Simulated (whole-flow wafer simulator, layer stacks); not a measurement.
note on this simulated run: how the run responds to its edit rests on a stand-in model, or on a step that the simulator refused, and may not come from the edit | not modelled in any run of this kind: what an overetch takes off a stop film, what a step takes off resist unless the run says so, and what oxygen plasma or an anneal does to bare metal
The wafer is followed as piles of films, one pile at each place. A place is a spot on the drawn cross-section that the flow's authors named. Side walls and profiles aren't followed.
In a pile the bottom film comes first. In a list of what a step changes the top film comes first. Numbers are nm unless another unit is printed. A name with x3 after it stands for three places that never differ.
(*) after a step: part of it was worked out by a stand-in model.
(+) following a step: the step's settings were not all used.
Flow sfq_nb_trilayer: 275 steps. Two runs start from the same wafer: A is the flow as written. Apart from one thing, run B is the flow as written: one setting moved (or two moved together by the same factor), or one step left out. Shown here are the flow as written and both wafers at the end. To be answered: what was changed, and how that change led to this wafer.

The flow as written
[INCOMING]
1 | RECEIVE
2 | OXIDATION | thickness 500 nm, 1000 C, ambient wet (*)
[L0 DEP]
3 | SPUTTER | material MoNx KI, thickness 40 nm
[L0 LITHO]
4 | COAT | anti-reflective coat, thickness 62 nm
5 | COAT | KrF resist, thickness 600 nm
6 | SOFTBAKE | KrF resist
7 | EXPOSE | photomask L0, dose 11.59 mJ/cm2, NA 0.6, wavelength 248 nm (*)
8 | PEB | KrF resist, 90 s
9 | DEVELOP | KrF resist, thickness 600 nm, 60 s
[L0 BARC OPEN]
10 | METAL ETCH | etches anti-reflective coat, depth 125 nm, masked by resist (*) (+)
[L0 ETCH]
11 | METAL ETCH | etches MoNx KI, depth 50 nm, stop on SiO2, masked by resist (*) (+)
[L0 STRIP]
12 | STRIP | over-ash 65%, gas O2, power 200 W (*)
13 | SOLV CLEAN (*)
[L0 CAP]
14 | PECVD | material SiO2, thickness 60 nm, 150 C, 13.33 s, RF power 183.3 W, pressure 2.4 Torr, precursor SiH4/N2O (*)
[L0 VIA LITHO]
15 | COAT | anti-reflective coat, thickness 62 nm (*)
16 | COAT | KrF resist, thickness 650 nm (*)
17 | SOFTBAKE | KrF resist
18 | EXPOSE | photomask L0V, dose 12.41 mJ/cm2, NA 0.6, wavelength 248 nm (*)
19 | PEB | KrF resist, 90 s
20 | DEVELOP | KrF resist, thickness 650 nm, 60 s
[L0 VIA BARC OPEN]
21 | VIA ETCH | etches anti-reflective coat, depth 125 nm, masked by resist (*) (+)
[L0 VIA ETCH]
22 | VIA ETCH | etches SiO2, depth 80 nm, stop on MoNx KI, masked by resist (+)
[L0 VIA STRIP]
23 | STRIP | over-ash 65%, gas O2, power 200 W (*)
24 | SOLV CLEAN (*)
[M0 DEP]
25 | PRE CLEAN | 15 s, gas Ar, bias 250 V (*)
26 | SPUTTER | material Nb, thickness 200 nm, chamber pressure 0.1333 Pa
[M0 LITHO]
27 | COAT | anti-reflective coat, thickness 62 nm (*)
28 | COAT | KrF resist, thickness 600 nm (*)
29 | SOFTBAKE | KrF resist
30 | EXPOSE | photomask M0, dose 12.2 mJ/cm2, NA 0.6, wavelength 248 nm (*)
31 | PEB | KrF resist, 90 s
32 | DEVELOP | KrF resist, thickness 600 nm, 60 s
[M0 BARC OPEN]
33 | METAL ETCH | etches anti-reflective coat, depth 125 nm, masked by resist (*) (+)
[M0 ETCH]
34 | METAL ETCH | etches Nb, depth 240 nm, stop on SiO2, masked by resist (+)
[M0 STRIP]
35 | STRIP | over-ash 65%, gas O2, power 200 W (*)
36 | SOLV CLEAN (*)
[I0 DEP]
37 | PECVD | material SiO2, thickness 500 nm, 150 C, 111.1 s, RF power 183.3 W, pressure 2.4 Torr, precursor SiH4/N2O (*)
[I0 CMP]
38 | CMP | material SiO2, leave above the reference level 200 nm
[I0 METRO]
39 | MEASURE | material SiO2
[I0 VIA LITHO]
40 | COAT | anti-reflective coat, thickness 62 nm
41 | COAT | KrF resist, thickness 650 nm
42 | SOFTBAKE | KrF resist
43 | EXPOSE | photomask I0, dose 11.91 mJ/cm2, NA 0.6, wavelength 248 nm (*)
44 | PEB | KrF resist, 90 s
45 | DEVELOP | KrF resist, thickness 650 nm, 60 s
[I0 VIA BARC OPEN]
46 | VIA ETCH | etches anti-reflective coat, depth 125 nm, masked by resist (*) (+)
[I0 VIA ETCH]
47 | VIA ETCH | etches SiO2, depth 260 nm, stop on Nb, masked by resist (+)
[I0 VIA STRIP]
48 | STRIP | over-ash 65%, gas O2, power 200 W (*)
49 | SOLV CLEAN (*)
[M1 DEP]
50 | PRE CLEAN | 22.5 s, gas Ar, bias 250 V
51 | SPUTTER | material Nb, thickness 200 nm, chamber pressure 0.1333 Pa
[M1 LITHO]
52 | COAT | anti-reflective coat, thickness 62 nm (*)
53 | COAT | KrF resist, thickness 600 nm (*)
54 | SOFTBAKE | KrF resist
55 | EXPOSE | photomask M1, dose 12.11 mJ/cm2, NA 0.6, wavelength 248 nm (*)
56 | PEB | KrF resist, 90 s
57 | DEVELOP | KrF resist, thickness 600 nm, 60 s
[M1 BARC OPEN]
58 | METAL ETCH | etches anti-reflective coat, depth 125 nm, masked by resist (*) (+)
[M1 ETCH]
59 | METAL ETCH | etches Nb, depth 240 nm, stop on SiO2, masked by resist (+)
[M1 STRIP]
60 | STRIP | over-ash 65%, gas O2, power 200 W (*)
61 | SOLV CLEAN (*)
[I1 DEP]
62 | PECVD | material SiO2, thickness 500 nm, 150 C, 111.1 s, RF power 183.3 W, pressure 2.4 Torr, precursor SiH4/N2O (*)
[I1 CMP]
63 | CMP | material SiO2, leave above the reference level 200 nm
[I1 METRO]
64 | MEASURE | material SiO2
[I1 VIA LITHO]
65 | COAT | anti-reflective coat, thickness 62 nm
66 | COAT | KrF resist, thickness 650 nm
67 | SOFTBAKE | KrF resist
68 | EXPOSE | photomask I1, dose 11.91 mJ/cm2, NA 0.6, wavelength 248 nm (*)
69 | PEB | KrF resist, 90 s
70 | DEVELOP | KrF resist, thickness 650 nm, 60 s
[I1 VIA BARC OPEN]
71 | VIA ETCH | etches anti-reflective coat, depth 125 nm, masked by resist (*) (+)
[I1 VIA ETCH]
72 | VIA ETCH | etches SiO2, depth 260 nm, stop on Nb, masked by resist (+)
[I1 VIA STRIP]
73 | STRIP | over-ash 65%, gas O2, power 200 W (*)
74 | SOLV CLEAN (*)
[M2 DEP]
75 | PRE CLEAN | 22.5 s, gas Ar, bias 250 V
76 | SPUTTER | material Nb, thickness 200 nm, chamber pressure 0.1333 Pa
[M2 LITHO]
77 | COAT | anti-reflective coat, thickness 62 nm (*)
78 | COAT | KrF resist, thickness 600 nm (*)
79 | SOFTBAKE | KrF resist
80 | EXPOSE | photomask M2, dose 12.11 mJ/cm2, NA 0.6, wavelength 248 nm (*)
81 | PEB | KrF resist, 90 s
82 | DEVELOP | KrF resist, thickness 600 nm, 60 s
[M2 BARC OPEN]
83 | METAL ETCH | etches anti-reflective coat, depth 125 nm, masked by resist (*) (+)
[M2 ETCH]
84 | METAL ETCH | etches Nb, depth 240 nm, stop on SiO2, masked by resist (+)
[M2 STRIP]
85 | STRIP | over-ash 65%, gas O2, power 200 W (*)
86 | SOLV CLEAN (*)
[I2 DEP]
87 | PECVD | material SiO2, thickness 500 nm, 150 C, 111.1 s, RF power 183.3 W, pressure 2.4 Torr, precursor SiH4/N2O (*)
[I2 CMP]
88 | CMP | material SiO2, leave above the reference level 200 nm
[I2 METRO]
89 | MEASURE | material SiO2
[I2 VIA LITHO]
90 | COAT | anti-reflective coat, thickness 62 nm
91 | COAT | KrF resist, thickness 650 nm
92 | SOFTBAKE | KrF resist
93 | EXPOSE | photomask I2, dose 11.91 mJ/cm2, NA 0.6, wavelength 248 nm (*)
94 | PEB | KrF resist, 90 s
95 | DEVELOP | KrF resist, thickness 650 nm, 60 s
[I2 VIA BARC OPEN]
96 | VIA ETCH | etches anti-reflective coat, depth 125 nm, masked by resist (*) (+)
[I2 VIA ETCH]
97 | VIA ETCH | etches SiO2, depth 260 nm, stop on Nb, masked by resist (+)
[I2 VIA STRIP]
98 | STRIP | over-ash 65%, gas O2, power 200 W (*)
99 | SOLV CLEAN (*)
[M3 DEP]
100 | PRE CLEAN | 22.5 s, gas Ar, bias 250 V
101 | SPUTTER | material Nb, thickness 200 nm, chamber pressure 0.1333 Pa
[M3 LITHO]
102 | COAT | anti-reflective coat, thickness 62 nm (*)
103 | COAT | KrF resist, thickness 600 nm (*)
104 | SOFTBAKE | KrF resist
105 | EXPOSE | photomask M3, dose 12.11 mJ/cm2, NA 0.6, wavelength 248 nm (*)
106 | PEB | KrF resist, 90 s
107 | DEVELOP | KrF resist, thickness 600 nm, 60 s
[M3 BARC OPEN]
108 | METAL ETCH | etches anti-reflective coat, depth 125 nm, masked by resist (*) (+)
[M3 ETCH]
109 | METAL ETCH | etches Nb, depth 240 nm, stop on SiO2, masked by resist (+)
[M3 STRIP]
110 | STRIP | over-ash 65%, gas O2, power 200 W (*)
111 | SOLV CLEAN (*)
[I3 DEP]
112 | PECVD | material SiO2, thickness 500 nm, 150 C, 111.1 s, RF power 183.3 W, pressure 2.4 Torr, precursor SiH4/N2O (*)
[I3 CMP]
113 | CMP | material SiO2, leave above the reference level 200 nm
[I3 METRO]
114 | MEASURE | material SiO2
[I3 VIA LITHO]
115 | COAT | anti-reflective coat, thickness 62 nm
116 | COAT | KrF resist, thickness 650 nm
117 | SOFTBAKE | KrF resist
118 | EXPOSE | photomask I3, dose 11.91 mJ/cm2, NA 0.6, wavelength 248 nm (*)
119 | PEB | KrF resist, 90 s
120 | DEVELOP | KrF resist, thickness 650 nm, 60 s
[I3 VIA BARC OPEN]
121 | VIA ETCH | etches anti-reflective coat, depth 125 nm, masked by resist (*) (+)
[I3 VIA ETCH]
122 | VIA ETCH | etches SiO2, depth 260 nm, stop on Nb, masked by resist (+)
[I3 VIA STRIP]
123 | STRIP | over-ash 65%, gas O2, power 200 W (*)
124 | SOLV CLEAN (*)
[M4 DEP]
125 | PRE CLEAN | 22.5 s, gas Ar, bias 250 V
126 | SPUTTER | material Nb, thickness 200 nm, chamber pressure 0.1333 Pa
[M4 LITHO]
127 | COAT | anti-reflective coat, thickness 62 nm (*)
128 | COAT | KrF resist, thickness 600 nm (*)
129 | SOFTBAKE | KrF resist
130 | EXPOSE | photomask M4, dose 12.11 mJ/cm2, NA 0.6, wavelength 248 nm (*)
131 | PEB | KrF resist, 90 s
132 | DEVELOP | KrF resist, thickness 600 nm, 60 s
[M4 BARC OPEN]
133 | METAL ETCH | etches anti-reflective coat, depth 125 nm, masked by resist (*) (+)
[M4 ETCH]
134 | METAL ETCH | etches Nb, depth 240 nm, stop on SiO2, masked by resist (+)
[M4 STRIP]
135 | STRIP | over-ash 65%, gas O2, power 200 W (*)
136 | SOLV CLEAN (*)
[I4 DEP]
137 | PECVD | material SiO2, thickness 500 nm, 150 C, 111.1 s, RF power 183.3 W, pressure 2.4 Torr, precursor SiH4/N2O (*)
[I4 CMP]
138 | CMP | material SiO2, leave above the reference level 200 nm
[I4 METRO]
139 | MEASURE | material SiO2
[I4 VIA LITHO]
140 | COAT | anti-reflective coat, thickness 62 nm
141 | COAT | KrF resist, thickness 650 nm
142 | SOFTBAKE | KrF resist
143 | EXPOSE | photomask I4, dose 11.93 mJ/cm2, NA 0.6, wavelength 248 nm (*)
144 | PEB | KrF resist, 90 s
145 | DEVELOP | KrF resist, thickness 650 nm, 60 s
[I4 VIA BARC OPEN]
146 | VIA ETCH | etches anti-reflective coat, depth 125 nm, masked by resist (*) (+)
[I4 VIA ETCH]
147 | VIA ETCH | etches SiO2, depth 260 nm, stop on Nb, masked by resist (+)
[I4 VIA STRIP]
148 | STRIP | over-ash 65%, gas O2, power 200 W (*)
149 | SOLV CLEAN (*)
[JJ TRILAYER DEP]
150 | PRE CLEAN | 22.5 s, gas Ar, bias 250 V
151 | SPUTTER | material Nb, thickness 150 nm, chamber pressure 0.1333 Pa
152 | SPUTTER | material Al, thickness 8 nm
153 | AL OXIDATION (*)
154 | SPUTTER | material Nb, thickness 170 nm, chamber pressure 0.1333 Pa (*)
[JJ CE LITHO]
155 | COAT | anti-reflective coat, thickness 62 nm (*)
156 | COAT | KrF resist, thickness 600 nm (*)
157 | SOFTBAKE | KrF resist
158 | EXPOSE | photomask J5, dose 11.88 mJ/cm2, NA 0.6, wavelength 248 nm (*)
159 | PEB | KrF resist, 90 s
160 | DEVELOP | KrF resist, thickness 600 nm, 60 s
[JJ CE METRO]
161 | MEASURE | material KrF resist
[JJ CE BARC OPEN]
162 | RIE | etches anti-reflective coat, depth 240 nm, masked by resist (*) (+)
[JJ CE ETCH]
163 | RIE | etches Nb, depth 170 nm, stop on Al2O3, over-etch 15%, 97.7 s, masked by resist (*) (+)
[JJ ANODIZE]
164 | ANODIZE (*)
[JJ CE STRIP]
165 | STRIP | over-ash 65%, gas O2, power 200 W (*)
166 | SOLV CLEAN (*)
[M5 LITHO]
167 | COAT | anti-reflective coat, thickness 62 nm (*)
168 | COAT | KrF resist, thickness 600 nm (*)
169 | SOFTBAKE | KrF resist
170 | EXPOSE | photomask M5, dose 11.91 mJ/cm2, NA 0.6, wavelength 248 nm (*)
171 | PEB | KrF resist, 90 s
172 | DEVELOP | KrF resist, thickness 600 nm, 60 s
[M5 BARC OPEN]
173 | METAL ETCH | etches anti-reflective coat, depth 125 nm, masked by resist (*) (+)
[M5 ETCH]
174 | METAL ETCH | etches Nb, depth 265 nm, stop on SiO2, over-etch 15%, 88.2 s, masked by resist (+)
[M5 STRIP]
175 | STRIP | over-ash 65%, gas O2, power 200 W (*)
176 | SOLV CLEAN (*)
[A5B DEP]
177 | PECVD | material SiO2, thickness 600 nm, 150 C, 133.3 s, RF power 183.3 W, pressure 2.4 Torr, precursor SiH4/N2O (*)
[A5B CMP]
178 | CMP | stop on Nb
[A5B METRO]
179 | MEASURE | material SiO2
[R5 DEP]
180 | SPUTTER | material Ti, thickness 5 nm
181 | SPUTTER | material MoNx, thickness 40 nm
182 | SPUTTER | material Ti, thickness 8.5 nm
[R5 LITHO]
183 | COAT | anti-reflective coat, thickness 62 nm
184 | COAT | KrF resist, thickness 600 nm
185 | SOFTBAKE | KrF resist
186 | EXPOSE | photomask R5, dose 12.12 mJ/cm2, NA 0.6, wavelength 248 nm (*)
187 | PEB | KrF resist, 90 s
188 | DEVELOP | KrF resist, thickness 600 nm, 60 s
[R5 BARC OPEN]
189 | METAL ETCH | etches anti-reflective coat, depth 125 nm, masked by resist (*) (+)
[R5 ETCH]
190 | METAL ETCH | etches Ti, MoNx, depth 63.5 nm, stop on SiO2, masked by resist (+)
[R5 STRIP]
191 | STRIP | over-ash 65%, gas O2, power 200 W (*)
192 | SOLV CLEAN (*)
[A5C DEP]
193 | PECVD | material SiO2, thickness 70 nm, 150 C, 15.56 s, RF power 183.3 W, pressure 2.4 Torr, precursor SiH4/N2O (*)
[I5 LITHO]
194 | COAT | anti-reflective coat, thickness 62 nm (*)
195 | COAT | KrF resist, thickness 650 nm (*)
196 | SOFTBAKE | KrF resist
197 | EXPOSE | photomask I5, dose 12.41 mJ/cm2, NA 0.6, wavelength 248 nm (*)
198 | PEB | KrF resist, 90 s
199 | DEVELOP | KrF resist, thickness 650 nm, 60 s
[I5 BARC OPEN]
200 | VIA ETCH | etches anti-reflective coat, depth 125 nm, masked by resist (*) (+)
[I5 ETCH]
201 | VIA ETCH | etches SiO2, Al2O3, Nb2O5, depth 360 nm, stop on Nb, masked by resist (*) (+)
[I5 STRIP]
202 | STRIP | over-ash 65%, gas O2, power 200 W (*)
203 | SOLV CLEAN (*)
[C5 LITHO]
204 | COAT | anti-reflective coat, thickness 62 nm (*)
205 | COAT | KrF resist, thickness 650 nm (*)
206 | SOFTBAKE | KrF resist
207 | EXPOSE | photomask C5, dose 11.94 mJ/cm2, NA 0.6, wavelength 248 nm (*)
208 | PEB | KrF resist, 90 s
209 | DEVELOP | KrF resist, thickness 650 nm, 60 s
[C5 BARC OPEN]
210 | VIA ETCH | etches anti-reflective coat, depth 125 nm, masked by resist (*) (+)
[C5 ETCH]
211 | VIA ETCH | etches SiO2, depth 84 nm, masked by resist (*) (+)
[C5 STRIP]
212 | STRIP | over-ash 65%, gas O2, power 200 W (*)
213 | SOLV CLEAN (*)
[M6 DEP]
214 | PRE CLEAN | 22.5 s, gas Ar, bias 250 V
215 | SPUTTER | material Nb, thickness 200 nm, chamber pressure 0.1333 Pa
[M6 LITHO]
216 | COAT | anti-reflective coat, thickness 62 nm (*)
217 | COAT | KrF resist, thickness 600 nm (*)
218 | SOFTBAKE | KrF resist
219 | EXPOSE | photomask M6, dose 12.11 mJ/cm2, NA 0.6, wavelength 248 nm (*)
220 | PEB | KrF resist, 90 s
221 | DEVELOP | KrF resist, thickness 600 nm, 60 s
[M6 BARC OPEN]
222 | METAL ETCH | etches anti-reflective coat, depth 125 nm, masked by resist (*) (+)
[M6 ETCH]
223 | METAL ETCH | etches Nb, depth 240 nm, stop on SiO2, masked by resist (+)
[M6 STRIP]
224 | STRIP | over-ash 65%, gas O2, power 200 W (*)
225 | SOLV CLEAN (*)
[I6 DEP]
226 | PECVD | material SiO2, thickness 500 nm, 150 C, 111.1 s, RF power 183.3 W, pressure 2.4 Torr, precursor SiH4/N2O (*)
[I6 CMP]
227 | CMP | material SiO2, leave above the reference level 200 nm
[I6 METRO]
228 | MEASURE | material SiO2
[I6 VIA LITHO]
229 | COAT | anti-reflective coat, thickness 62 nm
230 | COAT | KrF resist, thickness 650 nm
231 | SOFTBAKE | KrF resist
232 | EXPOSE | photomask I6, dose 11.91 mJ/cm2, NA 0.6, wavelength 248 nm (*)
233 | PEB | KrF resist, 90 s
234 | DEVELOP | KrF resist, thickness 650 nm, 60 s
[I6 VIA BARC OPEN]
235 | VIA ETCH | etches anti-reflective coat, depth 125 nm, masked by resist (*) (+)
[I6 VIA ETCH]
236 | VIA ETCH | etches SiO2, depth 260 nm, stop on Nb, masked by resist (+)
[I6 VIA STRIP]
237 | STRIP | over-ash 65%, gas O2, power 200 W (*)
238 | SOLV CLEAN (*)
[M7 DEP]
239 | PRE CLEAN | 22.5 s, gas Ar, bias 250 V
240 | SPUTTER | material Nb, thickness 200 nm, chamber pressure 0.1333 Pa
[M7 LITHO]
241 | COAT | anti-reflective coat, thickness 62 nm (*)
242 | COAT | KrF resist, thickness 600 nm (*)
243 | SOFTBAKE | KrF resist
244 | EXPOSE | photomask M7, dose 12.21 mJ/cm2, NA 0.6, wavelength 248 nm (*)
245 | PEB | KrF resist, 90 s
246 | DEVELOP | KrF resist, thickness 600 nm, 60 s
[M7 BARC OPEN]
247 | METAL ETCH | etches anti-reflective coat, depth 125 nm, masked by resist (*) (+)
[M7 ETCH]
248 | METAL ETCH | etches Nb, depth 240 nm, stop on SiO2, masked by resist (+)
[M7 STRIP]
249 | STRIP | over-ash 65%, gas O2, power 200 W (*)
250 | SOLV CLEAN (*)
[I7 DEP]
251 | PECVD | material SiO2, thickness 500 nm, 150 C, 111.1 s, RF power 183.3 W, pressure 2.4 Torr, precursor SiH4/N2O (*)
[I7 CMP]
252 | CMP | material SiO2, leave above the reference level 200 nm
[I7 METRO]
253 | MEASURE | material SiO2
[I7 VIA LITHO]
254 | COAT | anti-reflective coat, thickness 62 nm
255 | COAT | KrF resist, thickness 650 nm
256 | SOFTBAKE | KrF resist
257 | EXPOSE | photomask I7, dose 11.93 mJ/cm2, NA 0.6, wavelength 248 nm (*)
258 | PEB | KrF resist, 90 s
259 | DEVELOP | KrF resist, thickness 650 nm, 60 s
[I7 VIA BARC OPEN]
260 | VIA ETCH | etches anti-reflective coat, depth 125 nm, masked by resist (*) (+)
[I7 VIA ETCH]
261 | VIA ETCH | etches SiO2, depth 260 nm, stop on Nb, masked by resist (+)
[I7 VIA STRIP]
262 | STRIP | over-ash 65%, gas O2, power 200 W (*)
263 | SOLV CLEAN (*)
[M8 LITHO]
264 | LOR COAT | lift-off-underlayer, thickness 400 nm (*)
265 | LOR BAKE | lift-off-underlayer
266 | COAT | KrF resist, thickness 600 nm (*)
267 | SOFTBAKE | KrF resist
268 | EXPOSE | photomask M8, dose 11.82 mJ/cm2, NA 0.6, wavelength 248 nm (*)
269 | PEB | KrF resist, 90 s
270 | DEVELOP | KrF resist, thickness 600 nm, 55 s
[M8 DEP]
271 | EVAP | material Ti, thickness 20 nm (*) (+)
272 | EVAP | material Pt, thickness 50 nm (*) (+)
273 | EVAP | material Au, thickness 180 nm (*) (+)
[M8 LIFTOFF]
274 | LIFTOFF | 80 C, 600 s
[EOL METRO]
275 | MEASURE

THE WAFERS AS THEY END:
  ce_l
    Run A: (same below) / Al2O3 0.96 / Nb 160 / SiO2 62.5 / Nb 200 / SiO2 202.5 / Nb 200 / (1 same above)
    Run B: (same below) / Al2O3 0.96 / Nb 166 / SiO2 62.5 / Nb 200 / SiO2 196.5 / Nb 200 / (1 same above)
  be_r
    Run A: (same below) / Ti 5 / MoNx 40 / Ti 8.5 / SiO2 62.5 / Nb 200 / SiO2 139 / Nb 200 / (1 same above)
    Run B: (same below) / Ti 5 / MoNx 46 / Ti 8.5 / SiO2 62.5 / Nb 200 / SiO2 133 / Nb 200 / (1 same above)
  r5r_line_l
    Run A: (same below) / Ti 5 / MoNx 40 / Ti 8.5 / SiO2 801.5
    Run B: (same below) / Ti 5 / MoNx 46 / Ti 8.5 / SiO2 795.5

Cause: step 181, SPUTTER: thickness 46 nm was run, though the flow has thickness 40 nm.
The wafer itself shows it: be_r has MoNx 46, and step 181 as written asks for 40 nm.

Step by step, how the change led to this:
  181 | SPUTTER | material MoNx, thickness 40 nm
      field_l, v_sur, via_wl and 103 more: A MoNx gains 40 (new film) | B MoNx gains 46 (new film)
  190 | METAL ETCH | etches Ti, MoNx, depth 63.5 nm, stop on SiO2, masked by resist (+)
      field_l, v_sur, via_wl and 92 more: A Ti loses 8.5 (all of it), MoNx loses 40 (all of it), Ti loses 5 (all of it) | B Ti loses 8.5 (all of it), MoNx loses 46 (all of it), Ti loses 5 (all of it)
      ce_l, c5j, ce_r, wl_jj: A Ti loses 8.5 (all of it), MoNx loses 40 (all of it), Ti loses 5 (all of it), Nb loses 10 | B Ti loses 8.5 (all of it), MoNx loses 46 (all of it), Ti loses 5 (all of it), Nb loses 4
  194 | COAT | anti-reflective coat, thickness 62 nm (*)
      r5r_spacepad_l, r5r_spacepad_r: A anti-reflective coat gains 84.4 (new film) | B anti-reflective coat gains 87 (new film)
      r5r_line_c, r5r_line_r: A anti-reflective coat gains 49.4 (new film) | B anti-reflective coat gains 48.4 (new film)
      (also at 6 further places)
  202 | STRIP | over-ash 65%, gas O2, power 200 W (*)
      r5r_spacepad_l, r5r_spacepad_r: A KrF resist loses 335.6 (all of it), anti-reflective coat loses 84.4 (all of it) | B KrF resist loses 335.8 (all of it), anti-reflective coat loses 87 (all of it)
      r5r_line_c, r5r_line_r: A KrF resist loses 317.5 (all of it), anti-reflective coat loses 49.4 (all of it) | B KrF resist loses 315.3 (all of it), anti-reflective coat loses 48.4 (all of it)
      (also at 6 further places)
  204 | COAT | anti-reflective coat, thickness 62 nm (*)
      r5r_spacepad_l, r5r_spacepad_r: A anti-reflective coat gains 84.4 (new film) | B anti-reflective coat gains 87 (new film)
      r5r_line_c, r5r_line_r: A anti-reflective coat gains 49.4 (new film) | B anti-reflective coat gains 48.4 (new film)
      (also at 7 further places)
  210 | VIA ETCH | etches anti-reflective coat, depth 125 nm, masked by resist (*) (+)
      c5j: A anti-reflective coat loses 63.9 (all of it), SiO2 loses 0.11 | B anti-reflective coat loses 62.4 (all of it), SiO2 loses 0.11
  212 | STRIP | over-ash 65%, gas O2, power 200 W (*)
      r5r_spacepad_l, r5r_spacepad_r: A KrF resist loses 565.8 (all of it), anti-reflective coat loses 84.4 (all of it) | B KrF resist loses 566.4 (all of it), anti-reflective coat loses 87 (all of it)
      r5r_line_c, r5r_line_r: A KrF resist loses 547.6 (all of it), anti-reflective coat loses 49.4 (all of it) | B KrF resist loses 545.9 (all of it), anti-reflective coat loses 48.4 (all of it)
      (also at 6 further places)
  216 | COAT | anti-reflective coat, thickness 62 nm (*)
      r5r_spacepad_l, r5r_spacepad_r: A anti-reflective coat gains 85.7 (new film) | B anti-reflective coat gains 88.7 (new film)
      jj_sur: A anti-reflective coat gains 56.1 (new film) | B anti-reflective coat gains 57.6 (new film)
      (also at 4 further places)
  222 | METAL ETCH | etches anti-reflective coat, depth 125 nm, masked by resist (*) (+)
      r5r_spacepad_l, r5r_spacepad_r: A anti-reflective coat loses 85.7 (all of it) | B anti-reflective coat loses 88.7 (all of it)
  224 | STRIP | over-ash 65%, gas O2, power 200 W (*)
      jj_sur: A KrF resist loses 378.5 (all of it), anti-reflective coat loses 56.1 (all of it) | B KrF resist loses 378.6 (all of it), anti-reflective coat loses 57.6 (all of it)
      ce_l: A KrF resist loses 397.1 (all of it), anti-reflective coat loses 48 (all of it) | B KrF resist loses 394.8 (all of it), anti-reflective coat loses 46.2 (all of it)
      (also at 3 further places)
  227 | CMP | material SiO2, leave above the reference level 200 nm
      r5r_line_l, r5r_spacepad_l, r5r_spacepad_r, r5r_line_c, r5r_line_r: A SiO2 loses 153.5 | B SiO2 loses 159.5
      ce_l, ce_r, wl_jj: A SiO2 loses 290 | B SiO2 loses 296
      (also at 2 further places)
